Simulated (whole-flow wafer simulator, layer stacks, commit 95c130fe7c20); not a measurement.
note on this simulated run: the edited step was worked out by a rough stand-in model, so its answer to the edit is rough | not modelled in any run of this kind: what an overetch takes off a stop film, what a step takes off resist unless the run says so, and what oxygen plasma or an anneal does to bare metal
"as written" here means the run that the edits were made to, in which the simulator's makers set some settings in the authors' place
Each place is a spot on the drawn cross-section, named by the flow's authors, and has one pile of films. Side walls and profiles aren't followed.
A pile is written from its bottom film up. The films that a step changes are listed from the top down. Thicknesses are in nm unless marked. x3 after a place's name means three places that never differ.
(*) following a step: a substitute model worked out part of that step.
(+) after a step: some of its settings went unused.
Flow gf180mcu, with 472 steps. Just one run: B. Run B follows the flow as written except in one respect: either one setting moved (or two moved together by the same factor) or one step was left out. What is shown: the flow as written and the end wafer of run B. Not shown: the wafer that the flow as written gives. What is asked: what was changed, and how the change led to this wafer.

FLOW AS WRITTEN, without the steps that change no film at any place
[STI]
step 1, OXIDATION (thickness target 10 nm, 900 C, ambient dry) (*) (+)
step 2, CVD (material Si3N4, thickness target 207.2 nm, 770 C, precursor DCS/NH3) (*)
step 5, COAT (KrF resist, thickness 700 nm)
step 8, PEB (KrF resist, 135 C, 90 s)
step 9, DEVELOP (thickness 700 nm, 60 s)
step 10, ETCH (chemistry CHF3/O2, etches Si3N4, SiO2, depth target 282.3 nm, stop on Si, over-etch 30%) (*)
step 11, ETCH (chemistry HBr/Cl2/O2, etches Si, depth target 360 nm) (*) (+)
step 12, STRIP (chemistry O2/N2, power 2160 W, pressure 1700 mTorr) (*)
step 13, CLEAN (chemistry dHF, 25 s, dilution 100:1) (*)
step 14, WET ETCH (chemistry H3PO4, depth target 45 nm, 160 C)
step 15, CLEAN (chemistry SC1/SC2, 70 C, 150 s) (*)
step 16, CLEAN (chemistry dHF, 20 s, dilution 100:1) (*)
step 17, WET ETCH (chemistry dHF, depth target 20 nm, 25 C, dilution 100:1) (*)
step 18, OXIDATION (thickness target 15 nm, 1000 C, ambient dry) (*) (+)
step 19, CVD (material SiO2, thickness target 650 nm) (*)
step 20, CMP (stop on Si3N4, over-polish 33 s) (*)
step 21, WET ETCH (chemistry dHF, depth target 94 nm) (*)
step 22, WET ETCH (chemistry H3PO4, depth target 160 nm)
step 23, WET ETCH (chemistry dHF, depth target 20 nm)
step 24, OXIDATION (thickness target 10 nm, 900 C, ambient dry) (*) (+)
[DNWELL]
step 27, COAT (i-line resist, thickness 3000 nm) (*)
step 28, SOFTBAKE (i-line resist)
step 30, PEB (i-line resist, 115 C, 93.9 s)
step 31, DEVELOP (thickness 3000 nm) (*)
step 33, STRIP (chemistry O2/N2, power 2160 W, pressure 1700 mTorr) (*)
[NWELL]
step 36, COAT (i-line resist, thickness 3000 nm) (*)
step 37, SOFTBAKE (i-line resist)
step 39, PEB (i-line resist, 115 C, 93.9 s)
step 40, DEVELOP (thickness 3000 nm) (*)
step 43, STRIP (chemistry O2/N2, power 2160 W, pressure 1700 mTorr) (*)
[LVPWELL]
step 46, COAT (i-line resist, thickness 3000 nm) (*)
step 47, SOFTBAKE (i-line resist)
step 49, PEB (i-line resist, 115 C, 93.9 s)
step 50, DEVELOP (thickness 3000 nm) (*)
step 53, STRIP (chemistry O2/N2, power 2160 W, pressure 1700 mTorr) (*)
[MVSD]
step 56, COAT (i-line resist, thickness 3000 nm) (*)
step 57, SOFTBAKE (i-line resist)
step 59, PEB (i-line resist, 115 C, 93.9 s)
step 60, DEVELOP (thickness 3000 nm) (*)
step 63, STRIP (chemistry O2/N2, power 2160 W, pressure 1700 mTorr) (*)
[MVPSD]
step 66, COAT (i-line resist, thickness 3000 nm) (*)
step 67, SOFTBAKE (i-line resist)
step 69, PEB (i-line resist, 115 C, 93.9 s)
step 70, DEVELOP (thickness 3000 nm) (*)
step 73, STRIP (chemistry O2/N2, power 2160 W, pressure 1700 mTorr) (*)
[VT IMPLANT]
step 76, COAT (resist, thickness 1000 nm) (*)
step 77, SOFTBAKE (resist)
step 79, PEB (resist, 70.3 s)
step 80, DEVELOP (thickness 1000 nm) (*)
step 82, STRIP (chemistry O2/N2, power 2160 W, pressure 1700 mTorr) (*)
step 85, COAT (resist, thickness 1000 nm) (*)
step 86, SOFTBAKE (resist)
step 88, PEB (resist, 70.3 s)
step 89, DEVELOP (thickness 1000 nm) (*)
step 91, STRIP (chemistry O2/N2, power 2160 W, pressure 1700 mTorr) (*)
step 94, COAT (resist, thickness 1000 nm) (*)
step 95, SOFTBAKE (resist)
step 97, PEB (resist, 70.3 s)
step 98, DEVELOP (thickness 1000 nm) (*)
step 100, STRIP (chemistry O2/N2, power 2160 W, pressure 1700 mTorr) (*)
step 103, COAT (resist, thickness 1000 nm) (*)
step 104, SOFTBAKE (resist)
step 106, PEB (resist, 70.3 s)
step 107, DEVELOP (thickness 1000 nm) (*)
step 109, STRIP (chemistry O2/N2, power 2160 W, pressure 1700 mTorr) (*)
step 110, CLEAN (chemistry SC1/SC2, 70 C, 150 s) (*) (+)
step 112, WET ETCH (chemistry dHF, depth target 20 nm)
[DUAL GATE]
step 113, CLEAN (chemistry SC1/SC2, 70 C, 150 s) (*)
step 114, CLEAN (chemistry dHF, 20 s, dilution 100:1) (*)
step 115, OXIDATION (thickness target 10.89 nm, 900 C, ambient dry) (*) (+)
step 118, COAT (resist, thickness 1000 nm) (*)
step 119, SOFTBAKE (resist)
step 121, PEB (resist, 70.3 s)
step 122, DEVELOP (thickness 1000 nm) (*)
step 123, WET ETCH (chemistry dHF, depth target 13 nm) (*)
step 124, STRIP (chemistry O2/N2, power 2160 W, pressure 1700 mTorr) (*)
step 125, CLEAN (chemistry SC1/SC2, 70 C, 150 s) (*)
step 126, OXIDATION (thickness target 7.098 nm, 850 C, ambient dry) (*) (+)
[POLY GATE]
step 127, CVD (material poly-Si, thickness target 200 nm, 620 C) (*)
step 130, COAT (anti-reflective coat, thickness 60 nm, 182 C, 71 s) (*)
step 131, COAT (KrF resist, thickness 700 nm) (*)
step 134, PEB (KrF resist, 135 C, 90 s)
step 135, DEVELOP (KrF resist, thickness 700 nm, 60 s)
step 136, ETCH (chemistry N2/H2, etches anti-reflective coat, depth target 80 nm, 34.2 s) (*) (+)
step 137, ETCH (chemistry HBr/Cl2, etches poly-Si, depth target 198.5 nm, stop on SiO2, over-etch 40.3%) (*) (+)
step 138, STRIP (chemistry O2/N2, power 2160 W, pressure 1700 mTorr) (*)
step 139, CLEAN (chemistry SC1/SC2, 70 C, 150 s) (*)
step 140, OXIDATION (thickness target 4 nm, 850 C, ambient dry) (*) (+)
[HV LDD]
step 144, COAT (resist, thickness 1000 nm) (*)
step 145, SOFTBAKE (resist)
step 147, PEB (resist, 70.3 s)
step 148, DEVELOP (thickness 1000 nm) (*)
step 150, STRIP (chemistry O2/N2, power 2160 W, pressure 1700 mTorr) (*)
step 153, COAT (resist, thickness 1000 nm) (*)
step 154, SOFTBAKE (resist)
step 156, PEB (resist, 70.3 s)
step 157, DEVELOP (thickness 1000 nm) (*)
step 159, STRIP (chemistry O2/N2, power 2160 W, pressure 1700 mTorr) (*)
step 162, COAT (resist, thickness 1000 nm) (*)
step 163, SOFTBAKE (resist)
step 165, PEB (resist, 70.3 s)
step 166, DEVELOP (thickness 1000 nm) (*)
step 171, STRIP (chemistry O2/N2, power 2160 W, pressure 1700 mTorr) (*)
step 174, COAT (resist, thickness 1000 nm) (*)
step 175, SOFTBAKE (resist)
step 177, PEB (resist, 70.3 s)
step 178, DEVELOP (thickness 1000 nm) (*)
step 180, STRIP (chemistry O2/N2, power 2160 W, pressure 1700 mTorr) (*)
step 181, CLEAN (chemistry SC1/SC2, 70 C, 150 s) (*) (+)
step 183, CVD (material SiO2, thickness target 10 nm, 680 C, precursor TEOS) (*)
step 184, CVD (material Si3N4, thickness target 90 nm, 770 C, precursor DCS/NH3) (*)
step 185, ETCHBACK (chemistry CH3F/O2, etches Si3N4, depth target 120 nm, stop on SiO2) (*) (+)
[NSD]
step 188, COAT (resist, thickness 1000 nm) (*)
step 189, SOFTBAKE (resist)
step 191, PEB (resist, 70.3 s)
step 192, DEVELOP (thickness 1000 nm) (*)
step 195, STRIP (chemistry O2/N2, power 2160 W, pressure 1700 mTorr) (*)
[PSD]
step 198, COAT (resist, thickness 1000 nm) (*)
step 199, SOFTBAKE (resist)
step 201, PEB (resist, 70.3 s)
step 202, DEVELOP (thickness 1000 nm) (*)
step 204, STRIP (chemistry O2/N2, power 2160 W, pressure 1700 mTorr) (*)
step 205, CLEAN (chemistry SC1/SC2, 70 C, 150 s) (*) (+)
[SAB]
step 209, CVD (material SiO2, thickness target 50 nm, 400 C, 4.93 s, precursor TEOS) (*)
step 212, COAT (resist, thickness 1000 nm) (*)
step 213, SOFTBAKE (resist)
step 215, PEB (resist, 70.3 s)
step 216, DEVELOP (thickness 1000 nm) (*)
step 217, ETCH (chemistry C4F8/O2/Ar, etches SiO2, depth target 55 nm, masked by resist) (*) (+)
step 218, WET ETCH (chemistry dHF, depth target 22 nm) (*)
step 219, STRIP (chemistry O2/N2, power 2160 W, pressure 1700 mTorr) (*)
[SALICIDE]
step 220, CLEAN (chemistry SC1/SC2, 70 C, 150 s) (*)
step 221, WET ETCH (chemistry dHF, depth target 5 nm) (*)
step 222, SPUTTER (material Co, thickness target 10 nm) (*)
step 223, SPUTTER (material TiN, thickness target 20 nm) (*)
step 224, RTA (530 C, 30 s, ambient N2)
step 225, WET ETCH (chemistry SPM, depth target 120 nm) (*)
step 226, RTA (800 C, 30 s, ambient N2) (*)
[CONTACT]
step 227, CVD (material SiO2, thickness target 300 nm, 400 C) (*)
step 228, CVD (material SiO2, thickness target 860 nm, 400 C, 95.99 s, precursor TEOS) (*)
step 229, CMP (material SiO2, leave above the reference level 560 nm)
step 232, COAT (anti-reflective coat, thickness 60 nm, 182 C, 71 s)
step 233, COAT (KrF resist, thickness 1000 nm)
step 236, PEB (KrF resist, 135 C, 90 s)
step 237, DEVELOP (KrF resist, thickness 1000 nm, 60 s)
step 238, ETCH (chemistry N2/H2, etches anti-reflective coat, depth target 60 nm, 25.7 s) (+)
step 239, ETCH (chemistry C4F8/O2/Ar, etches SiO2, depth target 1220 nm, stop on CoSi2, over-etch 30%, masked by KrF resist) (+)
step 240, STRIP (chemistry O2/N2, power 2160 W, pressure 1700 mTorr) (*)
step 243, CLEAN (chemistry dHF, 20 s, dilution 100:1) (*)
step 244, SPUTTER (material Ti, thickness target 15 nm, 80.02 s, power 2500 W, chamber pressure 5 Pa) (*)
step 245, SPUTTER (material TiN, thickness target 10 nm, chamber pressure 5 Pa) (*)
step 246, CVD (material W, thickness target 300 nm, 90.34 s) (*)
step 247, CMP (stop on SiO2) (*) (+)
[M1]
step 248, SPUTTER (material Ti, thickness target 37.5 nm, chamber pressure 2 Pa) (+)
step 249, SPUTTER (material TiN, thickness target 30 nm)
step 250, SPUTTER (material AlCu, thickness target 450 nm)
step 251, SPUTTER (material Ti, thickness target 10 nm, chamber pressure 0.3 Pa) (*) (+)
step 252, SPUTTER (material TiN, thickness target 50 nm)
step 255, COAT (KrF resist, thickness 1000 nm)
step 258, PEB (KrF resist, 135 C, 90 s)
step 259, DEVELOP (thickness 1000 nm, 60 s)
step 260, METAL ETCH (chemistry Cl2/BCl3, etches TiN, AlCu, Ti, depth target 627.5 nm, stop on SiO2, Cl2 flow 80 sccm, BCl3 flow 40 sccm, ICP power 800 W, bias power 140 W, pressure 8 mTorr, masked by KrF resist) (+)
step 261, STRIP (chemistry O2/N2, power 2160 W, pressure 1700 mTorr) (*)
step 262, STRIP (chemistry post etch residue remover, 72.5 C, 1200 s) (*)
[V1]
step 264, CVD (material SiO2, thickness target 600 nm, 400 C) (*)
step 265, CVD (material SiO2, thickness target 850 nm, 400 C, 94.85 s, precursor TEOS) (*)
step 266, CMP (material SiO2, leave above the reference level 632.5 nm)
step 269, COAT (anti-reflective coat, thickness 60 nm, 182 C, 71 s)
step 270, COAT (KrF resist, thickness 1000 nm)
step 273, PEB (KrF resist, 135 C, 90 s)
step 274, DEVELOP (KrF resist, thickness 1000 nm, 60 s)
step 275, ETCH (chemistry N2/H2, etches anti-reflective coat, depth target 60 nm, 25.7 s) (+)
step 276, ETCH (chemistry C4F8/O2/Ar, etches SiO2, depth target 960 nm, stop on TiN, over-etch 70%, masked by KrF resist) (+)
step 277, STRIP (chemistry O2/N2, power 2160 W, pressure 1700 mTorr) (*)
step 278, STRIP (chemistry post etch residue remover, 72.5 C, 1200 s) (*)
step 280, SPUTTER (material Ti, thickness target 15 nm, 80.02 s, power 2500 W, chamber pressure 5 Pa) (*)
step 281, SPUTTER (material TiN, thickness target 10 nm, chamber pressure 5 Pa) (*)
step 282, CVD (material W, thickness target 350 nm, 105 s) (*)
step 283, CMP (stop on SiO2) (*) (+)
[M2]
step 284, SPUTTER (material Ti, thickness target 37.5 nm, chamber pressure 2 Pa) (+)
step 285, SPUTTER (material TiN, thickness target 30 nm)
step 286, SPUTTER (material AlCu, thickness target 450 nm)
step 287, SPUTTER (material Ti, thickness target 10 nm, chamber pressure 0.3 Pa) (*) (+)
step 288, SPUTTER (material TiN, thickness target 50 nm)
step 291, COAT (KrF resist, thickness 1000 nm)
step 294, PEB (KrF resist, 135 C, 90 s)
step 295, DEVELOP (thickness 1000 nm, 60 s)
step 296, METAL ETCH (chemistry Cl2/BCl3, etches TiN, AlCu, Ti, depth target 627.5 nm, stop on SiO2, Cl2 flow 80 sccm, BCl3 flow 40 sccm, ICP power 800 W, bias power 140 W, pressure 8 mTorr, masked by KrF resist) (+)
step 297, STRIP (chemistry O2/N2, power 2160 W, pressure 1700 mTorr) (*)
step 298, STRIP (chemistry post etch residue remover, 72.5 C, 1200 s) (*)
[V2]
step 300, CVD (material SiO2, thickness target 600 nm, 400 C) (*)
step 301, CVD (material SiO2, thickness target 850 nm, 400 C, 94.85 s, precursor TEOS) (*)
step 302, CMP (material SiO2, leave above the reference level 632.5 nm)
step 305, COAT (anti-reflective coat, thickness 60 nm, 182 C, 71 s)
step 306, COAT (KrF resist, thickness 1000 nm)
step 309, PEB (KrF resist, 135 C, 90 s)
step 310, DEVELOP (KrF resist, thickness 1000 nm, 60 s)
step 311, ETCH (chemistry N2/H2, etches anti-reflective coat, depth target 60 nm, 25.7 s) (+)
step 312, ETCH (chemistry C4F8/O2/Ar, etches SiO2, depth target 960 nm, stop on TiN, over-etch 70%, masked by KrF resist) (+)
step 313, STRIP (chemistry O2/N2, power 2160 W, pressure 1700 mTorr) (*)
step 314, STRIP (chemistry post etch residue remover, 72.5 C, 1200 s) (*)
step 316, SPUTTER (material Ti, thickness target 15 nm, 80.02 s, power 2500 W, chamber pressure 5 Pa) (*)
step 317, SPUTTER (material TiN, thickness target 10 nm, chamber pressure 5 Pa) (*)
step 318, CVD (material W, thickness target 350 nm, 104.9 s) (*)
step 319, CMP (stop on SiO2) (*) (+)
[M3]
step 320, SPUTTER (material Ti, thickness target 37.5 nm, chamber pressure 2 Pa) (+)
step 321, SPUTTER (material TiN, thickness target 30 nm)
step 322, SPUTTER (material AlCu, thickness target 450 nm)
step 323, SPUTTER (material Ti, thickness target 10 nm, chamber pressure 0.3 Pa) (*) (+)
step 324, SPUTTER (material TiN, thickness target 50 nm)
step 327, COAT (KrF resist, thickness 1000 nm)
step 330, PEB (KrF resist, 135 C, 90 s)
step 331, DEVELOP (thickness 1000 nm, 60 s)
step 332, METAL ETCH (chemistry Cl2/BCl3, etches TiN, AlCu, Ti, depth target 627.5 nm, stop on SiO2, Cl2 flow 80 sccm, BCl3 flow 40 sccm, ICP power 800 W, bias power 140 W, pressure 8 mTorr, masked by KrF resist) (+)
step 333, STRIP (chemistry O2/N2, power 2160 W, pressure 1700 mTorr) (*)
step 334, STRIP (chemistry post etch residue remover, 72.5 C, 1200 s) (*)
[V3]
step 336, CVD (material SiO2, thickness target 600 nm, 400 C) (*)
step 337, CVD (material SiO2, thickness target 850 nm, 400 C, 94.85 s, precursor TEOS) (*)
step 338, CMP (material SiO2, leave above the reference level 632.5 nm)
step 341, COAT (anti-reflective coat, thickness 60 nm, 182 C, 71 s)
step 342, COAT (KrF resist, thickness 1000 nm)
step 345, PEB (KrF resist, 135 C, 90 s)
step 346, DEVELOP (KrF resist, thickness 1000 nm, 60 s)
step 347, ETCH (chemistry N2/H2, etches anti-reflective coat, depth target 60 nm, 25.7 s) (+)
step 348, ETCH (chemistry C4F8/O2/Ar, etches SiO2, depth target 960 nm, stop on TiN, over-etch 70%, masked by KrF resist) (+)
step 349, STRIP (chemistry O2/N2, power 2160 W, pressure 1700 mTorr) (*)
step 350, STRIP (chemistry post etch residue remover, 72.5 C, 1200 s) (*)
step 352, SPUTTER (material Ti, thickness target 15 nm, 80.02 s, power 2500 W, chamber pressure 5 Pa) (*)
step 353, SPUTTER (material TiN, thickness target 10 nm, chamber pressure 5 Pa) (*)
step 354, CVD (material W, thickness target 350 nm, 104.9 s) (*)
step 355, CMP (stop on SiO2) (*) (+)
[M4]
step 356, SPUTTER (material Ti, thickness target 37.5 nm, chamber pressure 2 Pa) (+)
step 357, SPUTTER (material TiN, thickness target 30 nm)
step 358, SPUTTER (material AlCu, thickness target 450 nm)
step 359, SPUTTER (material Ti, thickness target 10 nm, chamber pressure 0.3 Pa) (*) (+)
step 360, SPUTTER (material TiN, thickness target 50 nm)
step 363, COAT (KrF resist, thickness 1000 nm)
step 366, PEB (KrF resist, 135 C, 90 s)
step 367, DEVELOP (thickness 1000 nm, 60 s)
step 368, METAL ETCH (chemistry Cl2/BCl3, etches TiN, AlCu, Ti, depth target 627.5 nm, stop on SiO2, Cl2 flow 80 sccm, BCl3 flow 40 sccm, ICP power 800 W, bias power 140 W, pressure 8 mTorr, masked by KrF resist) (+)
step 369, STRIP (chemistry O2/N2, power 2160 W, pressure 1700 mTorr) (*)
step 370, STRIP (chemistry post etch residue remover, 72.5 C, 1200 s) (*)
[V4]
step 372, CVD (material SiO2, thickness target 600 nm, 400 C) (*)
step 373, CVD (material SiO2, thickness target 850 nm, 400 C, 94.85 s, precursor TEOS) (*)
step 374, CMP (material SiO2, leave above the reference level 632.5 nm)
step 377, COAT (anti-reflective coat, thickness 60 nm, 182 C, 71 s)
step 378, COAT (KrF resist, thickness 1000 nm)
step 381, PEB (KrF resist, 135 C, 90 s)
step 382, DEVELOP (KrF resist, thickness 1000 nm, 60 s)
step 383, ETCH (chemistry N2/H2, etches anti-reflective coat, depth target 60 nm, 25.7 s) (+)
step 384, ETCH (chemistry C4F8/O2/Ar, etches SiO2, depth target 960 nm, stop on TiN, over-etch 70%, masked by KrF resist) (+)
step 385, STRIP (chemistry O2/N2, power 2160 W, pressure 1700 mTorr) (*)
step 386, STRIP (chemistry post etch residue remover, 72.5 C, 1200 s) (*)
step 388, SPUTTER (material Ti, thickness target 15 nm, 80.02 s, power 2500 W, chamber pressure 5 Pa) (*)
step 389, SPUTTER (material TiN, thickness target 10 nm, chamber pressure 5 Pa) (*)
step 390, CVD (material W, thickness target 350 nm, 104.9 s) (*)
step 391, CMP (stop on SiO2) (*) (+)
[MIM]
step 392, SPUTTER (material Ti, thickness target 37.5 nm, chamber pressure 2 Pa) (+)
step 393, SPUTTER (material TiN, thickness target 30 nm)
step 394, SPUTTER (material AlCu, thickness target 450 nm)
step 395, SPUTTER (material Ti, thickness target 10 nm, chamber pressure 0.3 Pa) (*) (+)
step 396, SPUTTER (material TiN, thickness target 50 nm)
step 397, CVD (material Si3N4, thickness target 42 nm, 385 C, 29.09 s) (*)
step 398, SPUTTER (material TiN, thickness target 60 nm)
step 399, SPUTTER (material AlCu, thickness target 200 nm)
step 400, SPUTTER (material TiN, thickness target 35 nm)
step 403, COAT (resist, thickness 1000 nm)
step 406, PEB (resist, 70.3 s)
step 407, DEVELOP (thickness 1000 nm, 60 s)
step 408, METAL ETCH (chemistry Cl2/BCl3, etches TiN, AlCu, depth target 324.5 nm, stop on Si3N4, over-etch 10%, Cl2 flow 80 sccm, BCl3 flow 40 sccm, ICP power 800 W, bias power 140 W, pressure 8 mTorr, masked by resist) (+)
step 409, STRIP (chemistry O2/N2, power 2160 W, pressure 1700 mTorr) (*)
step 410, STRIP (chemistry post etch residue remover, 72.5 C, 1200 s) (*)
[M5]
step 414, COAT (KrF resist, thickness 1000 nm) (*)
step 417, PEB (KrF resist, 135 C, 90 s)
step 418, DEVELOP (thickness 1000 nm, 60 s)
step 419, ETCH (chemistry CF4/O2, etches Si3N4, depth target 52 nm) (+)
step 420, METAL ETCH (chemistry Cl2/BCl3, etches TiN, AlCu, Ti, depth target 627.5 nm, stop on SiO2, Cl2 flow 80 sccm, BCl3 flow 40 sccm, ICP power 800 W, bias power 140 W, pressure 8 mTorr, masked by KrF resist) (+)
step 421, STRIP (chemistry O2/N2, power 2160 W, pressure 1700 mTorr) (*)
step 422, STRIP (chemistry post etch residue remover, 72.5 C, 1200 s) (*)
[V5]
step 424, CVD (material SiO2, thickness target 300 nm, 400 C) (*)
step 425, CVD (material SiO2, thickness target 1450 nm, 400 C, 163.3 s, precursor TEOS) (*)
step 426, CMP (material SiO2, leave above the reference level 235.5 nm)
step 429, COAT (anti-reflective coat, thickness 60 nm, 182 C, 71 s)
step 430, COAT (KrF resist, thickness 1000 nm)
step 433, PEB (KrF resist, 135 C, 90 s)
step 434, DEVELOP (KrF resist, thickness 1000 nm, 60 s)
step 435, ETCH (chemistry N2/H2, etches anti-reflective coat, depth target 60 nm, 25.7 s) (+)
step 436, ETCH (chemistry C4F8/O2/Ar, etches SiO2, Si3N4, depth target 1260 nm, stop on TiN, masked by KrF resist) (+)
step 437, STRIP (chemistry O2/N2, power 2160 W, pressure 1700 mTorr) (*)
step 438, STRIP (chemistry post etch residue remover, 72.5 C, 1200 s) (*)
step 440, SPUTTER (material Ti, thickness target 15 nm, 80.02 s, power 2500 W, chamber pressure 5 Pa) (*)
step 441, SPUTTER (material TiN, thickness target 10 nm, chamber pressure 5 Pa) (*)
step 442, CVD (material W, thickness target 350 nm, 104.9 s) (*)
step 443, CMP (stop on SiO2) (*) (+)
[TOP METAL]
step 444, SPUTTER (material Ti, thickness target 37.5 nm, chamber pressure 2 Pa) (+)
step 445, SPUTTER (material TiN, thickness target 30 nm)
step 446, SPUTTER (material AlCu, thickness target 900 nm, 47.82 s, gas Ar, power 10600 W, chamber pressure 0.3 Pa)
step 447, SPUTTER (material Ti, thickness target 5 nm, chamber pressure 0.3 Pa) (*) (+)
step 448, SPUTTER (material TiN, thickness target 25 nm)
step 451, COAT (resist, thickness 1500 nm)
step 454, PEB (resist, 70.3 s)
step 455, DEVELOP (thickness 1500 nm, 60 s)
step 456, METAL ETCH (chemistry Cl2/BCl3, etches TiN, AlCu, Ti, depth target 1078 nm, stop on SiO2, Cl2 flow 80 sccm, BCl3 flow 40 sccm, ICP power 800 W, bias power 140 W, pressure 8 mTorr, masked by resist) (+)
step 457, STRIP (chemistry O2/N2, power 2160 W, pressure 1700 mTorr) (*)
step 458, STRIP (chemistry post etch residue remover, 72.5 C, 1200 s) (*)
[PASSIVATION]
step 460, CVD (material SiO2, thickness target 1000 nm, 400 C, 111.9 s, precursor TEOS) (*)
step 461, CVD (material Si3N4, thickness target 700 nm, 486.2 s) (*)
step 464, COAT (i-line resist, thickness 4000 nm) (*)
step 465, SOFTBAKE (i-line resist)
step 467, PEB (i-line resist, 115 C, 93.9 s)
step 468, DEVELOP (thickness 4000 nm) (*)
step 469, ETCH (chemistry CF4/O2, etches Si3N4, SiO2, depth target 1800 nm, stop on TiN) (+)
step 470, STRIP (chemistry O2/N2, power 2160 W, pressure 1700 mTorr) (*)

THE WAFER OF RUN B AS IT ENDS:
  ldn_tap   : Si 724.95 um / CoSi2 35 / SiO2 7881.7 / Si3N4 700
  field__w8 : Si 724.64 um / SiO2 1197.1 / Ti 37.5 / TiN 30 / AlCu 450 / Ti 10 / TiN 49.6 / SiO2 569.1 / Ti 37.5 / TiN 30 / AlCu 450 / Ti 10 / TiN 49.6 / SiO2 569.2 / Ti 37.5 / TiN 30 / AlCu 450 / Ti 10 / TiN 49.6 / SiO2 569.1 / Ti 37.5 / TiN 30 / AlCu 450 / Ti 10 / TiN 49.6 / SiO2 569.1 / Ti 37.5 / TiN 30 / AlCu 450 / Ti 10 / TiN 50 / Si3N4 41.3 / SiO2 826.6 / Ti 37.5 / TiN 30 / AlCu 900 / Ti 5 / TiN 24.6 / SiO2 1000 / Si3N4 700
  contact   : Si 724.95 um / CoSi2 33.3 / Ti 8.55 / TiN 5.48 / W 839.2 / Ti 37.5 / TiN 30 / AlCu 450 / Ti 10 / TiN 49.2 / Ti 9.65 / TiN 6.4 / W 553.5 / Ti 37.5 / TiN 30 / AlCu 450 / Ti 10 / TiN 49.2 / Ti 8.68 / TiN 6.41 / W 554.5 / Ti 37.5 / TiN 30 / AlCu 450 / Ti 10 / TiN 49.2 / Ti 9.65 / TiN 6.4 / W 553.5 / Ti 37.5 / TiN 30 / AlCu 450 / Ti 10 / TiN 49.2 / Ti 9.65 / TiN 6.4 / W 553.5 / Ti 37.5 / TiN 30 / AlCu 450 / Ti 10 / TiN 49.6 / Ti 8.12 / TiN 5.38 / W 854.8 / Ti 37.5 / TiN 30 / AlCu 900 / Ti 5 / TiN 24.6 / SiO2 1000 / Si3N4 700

The reason: step 316, SPUTTER: 72.02 s was run, whereas the flow has 80.02 s.

How this came from the change, step by step:
  step 316, SPUTTER (material Ti, thickness target 15 nm, 80.02 s, power 2500 W, chamber pressure 5 Pa) (*)
      field, field__w1, field__w2 and 107 more: +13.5 Ti (new film) (in the flow as written it would be: +15 Ti (new film))
      contact: +8.68 Ti (new film) (in the flow as written it would be: +9.65 Ti (new film))
  step 319, CMP (stop on SiO2) (*) (+)
      field, field__w1, field__w2 and 107 more: -350 W (all of it), -10 TiN (all of it), -13.5 Ti (all of it), -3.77 SiO2 (in the flow as written it would be: -350 W (all of it), -10 TiN (all of it), -15 Ti (all of it), -3.78 SiO2)
